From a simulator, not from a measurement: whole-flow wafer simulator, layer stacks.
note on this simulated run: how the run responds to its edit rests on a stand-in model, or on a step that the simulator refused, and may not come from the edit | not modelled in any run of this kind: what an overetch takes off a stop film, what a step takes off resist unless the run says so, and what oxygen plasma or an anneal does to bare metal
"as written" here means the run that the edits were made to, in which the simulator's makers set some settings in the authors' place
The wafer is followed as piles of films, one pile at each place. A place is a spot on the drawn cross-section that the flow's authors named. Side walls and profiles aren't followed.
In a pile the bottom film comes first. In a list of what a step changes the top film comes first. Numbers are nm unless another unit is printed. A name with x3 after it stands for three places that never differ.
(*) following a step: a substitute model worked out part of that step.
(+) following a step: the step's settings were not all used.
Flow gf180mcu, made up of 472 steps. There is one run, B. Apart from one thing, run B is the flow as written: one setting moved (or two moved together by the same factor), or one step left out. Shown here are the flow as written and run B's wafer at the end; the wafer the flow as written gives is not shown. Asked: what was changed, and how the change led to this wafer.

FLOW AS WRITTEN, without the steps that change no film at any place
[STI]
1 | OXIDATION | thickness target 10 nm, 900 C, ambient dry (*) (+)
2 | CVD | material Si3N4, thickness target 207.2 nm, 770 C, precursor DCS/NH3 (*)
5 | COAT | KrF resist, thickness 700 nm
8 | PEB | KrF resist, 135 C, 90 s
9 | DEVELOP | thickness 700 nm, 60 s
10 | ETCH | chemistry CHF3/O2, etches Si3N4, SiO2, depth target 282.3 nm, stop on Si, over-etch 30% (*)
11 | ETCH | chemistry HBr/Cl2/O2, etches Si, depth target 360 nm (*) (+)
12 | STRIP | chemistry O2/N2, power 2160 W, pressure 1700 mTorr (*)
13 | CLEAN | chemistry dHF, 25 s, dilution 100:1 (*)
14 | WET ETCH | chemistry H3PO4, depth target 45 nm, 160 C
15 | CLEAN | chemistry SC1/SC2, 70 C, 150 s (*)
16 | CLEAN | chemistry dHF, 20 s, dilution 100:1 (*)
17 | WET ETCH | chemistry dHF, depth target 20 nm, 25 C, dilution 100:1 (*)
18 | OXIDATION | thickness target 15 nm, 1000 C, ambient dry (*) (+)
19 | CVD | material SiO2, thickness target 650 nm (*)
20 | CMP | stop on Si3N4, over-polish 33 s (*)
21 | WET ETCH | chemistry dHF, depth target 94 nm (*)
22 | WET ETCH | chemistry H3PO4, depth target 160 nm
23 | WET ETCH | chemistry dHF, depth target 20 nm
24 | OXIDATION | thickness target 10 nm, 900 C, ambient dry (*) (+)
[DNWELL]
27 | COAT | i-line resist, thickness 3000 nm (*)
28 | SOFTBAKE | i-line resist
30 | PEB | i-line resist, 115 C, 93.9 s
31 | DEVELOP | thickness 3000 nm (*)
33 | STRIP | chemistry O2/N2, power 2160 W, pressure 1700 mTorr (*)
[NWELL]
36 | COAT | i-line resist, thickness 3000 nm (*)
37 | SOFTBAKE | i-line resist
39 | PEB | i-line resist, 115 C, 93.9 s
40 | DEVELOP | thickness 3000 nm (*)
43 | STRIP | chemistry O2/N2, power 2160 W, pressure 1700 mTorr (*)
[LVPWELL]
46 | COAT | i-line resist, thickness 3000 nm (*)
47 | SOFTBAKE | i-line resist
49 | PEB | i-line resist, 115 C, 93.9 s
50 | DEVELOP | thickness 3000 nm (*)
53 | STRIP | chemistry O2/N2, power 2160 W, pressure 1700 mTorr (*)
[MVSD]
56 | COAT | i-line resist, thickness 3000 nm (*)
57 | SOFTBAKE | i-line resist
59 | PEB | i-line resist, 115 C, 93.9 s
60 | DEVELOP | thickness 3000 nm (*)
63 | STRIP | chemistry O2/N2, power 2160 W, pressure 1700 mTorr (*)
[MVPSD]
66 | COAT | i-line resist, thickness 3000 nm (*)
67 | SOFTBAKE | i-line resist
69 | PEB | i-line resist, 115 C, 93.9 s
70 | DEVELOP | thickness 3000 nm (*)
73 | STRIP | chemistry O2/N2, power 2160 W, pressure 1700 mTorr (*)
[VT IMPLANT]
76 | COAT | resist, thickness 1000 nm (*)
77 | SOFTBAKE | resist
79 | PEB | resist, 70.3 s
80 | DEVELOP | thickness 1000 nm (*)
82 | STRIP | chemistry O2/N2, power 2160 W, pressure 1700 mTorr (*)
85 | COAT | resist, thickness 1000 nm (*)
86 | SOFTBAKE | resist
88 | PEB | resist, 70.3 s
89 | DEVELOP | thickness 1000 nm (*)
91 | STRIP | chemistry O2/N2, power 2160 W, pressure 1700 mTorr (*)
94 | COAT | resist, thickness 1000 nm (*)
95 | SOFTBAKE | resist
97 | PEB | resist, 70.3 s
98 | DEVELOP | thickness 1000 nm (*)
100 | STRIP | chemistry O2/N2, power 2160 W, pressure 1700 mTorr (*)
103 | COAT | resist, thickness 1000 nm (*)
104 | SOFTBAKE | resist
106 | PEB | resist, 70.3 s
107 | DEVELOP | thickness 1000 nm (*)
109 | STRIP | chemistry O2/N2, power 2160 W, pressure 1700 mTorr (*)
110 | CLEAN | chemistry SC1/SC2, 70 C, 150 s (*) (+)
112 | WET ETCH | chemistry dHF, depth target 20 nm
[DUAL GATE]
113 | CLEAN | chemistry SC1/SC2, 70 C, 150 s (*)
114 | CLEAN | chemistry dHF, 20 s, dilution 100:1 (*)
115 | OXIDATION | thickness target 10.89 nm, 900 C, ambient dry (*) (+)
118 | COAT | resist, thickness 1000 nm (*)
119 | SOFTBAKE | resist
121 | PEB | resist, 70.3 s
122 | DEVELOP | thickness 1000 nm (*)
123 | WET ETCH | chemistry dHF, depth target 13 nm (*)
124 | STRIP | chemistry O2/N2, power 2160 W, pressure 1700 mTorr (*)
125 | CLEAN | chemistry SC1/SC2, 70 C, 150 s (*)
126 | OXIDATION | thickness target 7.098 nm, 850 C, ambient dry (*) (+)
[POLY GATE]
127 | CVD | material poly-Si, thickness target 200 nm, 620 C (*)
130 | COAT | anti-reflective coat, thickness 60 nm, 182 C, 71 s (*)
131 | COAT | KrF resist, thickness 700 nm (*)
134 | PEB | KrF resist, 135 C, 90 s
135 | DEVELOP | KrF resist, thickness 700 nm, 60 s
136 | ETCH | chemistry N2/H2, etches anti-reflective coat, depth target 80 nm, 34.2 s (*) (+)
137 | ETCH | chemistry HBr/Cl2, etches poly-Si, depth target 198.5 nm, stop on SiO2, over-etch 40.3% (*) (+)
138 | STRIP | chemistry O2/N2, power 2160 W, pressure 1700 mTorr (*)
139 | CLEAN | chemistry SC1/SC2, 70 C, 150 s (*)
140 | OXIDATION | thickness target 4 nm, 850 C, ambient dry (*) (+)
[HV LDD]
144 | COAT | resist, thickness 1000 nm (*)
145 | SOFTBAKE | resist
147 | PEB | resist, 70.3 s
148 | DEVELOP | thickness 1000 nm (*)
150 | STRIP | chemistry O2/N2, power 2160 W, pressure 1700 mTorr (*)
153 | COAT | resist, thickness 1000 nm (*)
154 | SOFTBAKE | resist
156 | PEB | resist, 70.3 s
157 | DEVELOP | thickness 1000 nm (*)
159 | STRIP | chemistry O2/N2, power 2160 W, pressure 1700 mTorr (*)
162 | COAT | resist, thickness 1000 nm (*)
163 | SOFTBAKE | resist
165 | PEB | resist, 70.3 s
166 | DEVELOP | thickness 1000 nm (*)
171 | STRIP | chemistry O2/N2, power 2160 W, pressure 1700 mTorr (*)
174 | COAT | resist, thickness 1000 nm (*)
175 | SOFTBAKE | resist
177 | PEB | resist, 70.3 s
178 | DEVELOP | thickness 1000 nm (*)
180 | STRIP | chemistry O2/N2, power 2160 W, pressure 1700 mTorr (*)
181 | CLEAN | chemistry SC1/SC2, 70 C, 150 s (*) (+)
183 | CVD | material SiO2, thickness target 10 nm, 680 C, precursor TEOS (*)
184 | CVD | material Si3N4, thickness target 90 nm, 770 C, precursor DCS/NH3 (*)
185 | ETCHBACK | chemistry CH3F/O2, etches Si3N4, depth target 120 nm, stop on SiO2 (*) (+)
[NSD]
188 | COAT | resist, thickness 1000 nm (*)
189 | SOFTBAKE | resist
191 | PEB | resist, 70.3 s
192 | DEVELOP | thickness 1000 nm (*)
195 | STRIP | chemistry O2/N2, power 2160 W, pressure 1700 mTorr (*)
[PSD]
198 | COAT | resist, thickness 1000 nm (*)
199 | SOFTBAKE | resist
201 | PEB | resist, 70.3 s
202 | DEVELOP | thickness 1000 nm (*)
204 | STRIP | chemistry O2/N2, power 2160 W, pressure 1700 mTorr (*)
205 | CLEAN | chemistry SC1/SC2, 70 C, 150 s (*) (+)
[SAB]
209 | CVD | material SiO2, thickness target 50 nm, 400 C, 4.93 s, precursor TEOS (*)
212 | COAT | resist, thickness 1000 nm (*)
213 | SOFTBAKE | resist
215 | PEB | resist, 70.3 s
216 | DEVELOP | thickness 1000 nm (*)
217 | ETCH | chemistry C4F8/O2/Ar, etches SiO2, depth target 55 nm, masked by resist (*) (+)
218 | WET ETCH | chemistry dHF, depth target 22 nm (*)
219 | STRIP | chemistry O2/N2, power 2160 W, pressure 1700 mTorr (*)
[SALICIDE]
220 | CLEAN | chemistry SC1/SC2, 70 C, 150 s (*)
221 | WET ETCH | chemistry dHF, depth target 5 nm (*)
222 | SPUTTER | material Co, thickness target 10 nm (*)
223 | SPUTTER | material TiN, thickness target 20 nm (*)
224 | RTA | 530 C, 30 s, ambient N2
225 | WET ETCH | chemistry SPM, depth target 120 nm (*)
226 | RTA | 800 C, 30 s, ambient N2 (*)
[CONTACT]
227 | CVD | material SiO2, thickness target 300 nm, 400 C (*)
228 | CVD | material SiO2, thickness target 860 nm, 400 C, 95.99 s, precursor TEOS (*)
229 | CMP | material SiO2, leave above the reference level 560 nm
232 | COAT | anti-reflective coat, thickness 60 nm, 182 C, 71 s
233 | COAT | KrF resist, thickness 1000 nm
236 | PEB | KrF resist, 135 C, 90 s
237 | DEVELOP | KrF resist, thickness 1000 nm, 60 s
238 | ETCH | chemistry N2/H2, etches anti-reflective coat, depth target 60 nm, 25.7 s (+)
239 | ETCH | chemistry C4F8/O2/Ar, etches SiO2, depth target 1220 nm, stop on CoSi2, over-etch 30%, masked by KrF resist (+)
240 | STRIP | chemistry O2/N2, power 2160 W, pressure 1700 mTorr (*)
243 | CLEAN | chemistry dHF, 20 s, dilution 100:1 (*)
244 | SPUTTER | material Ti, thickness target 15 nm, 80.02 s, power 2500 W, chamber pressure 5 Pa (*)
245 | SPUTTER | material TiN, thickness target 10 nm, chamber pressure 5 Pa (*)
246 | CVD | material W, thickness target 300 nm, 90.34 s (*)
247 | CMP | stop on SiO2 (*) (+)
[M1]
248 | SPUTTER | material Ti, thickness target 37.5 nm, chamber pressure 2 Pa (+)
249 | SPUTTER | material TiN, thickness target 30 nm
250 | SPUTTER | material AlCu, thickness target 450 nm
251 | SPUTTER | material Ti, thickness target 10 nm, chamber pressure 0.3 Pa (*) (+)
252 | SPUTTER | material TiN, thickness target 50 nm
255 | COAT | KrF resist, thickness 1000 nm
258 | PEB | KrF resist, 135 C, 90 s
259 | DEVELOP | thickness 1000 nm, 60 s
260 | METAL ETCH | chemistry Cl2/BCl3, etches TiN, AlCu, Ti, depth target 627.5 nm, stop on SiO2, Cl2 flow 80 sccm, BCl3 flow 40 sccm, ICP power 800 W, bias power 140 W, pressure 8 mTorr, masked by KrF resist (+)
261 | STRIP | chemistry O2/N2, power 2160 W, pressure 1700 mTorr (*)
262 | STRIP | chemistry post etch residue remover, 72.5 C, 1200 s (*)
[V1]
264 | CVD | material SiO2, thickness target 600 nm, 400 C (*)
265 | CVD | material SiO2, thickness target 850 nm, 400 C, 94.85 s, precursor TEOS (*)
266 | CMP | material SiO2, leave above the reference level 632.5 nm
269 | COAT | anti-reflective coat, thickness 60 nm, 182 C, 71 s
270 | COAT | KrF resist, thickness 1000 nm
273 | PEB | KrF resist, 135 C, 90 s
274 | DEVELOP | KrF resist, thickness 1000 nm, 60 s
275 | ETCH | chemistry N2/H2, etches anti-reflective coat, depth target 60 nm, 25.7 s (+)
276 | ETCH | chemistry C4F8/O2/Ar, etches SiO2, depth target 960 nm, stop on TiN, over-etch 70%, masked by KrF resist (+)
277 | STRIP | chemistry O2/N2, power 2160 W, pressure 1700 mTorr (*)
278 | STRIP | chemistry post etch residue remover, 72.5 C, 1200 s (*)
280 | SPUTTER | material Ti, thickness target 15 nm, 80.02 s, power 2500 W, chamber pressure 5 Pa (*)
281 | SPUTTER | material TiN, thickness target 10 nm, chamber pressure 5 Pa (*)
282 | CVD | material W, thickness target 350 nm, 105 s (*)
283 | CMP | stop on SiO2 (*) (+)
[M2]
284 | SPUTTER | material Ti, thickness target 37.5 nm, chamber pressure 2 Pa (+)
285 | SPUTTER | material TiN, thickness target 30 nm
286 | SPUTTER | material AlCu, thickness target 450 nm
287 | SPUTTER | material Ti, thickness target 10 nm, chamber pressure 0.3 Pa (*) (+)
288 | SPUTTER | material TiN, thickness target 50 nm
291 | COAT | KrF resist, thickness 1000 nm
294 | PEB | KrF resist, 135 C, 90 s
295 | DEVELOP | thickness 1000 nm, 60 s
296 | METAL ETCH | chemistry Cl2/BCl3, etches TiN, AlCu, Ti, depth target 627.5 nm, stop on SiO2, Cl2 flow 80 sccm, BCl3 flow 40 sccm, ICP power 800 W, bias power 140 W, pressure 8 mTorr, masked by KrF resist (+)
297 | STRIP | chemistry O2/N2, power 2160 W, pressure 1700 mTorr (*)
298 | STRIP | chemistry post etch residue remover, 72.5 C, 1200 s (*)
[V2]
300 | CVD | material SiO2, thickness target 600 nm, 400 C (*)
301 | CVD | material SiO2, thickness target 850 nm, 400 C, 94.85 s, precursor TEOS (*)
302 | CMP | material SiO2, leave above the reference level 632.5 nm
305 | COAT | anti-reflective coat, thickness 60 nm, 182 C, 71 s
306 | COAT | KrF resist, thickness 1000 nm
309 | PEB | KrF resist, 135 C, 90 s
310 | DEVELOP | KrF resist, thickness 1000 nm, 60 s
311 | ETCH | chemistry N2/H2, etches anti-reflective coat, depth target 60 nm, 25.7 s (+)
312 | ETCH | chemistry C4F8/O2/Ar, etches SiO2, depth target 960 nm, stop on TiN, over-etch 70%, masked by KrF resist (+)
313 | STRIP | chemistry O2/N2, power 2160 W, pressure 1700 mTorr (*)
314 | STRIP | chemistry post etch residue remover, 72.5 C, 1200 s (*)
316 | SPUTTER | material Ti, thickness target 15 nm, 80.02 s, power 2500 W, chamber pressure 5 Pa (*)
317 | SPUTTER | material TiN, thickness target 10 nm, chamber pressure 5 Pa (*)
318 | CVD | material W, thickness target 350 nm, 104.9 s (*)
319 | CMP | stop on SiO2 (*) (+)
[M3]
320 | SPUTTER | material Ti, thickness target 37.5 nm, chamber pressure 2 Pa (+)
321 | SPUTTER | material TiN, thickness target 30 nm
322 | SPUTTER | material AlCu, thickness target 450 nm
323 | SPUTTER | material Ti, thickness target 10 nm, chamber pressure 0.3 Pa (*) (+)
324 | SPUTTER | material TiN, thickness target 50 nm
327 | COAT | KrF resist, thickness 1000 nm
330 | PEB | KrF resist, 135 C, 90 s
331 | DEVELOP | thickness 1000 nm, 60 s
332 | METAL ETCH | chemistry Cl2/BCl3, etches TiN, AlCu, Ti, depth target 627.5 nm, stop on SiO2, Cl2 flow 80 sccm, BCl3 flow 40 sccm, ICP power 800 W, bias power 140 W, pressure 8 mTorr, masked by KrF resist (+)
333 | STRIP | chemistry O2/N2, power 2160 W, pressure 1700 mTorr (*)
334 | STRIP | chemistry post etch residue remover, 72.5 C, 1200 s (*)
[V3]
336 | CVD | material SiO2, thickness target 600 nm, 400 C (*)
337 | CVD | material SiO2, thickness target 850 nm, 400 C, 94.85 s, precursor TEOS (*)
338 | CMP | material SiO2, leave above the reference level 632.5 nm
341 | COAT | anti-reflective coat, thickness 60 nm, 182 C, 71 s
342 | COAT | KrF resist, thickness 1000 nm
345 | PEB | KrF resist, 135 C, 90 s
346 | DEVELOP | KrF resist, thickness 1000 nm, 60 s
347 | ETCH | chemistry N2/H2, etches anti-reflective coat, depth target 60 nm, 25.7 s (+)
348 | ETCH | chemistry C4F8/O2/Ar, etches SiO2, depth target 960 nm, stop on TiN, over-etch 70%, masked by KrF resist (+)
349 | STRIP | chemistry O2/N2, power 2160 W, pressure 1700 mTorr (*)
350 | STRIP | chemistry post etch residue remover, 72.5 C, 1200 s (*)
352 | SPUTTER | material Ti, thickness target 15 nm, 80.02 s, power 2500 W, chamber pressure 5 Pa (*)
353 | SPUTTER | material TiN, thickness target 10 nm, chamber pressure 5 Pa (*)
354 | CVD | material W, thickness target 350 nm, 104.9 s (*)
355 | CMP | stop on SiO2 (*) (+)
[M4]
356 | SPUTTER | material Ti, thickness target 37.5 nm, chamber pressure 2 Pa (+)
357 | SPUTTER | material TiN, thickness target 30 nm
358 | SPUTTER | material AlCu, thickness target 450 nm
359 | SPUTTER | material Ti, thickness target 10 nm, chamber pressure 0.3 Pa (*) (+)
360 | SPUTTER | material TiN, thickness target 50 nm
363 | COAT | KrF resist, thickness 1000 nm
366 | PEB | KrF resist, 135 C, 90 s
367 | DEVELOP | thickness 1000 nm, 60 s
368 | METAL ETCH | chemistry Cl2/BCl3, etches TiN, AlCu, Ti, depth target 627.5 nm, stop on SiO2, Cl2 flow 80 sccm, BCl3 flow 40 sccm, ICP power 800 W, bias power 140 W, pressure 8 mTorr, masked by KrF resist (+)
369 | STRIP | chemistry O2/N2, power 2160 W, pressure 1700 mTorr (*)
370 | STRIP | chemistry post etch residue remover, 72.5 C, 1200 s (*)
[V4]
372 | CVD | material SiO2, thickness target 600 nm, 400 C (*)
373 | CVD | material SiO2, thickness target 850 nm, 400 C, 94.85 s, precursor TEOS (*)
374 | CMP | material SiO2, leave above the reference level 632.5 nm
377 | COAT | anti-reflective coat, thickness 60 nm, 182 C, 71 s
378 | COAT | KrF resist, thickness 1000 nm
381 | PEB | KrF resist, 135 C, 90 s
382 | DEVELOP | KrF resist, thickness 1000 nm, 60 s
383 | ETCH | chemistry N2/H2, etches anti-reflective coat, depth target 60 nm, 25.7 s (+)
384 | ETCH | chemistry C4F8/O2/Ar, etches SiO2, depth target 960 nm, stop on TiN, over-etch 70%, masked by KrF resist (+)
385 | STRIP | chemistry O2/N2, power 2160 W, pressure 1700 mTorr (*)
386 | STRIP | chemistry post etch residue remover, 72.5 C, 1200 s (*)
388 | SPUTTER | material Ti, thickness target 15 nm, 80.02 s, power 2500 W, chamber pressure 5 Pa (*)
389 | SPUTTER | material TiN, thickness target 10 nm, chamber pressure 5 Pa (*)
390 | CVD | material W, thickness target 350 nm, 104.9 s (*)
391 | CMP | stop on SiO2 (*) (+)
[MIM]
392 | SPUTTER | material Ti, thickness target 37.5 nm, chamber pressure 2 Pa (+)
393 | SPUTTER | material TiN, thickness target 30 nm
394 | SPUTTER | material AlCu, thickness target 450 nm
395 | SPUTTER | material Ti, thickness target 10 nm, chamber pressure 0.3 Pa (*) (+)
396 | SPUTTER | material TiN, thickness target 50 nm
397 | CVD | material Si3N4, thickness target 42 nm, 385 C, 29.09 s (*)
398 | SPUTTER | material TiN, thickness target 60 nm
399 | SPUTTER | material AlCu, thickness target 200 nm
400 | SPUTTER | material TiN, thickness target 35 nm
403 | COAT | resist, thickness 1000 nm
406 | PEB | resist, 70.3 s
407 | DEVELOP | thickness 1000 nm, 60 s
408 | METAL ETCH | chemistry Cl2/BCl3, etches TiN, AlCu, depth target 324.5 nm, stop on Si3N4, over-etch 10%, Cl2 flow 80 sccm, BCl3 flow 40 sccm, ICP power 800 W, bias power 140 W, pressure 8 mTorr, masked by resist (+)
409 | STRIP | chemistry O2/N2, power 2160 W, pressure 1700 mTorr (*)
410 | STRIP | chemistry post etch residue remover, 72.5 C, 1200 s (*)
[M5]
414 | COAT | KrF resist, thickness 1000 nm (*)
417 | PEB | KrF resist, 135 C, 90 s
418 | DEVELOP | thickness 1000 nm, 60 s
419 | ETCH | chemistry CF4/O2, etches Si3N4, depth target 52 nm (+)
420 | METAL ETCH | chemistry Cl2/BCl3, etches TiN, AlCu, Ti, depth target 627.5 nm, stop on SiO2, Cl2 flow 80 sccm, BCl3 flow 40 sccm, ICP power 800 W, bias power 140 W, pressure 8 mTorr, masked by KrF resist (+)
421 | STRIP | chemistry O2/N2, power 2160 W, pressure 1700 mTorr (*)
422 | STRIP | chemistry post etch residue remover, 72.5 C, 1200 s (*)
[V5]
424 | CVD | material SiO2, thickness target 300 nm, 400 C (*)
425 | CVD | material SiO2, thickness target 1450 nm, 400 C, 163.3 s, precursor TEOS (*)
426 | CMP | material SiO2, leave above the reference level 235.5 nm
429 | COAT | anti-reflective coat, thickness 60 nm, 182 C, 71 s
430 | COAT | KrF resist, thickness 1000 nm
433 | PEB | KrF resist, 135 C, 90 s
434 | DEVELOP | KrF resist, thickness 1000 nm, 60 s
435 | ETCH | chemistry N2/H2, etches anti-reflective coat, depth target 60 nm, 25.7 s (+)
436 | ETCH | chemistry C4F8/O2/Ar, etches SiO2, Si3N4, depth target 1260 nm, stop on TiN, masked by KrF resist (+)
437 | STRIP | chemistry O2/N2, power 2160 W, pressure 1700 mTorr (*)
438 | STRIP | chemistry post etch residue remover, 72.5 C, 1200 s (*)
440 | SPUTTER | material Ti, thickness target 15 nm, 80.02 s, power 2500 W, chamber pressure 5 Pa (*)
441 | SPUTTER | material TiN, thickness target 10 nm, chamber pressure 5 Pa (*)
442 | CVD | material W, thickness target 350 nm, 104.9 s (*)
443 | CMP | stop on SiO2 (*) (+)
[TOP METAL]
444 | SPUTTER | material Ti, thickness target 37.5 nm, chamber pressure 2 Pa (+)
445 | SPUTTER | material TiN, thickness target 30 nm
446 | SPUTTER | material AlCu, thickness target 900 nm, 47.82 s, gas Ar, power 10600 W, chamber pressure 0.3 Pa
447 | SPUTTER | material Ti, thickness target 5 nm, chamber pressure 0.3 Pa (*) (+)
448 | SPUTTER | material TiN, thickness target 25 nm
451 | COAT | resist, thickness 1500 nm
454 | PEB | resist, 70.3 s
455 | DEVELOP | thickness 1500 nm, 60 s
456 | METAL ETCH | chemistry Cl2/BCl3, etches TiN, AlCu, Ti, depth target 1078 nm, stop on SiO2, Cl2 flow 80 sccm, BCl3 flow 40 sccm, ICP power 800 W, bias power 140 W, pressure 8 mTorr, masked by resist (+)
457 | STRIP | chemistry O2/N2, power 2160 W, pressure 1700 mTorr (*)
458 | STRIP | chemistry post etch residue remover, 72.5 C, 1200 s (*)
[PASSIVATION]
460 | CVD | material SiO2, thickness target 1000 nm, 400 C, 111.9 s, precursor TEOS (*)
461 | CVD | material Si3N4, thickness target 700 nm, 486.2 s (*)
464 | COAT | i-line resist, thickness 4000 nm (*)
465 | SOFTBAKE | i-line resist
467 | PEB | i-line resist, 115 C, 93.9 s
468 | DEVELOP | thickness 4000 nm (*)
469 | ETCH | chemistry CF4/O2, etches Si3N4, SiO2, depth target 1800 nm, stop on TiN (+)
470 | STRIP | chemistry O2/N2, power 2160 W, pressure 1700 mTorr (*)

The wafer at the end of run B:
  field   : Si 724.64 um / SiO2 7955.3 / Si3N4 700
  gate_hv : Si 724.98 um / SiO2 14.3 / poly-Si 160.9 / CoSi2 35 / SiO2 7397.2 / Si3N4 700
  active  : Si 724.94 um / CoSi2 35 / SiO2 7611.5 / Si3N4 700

The reason: step 266, CMP: leave above the reference level 360.5 nm was run, though the flow has leave above the reference level 632.5 nm.

How this came from the change, step by step:
  266 | CMP | material SiO2, leave above the reference level 632.5 nm
      field, field__w1, field__w2 and 99 more: SiO2 loses 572 (as written it would have been: SiO2 loses 300)
      field__w8, contact, m1 and 6 more: SiO2 loses 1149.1 (as written it would have been: SiO2 loses 877.1)
  276 | ETCH | chemistry C4F8/O2/Ar, etches SiO2, depth target 960 nm, stop on TiN, over-etch 70%, masked by KrF resist (+)
      field, field__w1, field__w2 and 107 more: KrF resist loses 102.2 (as written it would have been: KrF resist loses 192)
      contact: SiO2 loses 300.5 (all of it) (as written it would have been: SiO2 loses 572.5 (all of it))
  277 | STRIP | chemistry O2/N2, power 2160 W, pressure 1700 mTorr (*)
      field, field__w1, field__w2 and 107 more: KrF resist loses 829 (all of it), anti-reflective coat loses 60 (all of it) (as written it would have been: KrF resist loses 739.2 (all of it), anti-reflective coat loses 60 (all of it))
  280 | SPUTTER | material Ti, thickness target 15 nm, 80.02 s, power 2500 W, chamber pressure 5 Pa (*)
      contact: Ti gains 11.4 (new film) (as written it would have been: Ti gains 9.65 (new film))
  281 | SPUTTER | material TiN, thickness target 10 nm, chamber pressure 5 Pa (*)
      contact: TiN gains 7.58 (new film) (as written it would have been: TiN gains 6.4 (new film))
  282 | CVD | material W, thickness target 350 nm, 105 s (*)
      contact: W gains 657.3 (new film) (as written it would have been: W gains 932.3 (new film))
